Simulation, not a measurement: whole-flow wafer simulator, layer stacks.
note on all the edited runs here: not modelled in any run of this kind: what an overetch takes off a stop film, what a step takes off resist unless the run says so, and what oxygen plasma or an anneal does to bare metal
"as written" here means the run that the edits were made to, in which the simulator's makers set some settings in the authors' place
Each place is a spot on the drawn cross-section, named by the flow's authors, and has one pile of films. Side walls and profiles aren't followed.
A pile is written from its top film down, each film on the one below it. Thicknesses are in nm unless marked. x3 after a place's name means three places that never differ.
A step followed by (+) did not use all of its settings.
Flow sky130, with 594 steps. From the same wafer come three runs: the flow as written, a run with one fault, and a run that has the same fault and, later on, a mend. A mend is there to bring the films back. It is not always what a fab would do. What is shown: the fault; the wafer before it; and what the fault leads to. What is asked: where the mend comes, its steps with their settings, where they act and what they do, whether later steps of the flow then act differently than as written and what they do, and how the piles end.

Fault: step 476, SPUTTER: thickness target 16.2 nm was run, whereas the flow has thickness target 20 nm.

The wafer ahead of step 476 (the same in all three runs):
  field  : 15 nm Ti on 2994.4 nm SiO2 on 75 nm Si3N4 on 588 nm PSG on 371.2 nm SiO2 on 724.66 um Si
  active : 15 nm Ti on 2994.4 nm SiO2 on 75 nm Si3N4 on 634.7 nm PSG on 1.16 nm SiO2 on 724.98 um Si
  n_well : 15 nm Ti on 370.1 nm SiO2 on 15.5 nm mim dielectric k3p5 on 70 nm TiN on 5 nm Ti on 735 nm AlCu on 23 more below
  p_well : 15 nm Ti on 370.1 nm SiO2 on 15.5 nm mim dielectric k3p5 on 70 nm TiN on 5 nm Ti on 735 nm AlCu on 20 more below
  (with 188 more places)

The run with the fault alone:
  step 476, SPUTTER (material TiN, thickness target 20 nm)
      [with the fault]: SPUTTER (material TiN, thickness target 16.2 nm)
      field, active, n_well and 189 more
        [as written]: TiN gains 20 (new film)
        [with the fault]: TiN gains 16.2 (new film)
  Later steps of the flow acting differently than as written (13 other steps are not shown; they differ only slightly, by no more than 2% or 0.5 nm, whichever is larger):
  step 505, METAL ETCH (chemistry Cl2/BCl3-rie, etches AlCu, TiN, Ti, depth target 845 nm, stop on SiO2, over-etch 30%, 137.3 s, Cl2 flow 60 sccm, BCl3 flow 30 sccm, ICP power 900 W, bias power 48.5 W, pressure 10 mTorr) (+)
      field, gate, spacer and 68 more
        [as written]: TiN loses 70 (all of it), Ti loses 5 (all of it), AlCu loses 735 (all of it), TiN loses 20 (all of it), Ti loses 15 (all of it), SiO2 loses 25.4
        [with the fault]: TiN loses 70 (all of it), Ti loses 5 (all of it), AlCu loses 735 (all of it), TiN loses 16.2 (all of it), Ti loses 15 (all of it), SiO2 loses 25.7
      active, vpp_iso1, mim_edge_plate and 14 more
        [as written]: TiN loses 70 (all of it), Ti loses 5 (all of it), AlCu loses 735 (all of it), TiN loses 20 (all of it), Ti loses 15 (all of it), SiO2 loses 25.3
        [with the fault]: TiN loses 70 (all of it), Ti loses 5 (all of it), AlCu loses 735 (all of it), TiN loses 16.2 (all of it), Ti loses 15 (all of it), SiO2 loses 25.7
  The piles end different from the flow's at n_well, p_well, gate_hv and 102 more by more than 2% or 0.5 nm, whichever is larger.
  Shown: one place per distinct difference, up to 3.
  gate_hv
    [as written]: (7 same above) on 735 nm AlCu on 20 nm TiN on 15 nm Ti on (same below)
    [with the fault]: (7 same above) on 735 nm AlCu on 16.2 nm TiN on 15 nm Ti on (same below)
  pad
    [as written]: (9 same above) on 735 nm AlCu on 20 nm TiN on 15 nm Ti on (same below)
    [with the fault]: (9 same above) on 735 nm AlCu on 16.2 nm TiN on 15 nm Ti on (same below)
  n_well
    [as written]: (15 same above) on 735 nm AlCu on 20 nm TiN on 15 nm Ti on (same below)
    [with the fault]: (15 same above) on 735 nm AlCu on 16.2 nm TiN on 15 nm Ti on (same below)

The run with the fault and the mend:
  After step 476 comes the mend.
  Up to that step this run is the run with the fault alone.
  step 476a, SPUTTER (material TiN, thickness target 3.8 nm) (a further turn of the flow's step 476, with different settings)
      field, active, n_well and 189 more
        TiN gains 3.8
  None of the later steps of the flow acts differently than as written at any place that is followed.
  At every place that both follow, the piles at the end match the flow's.
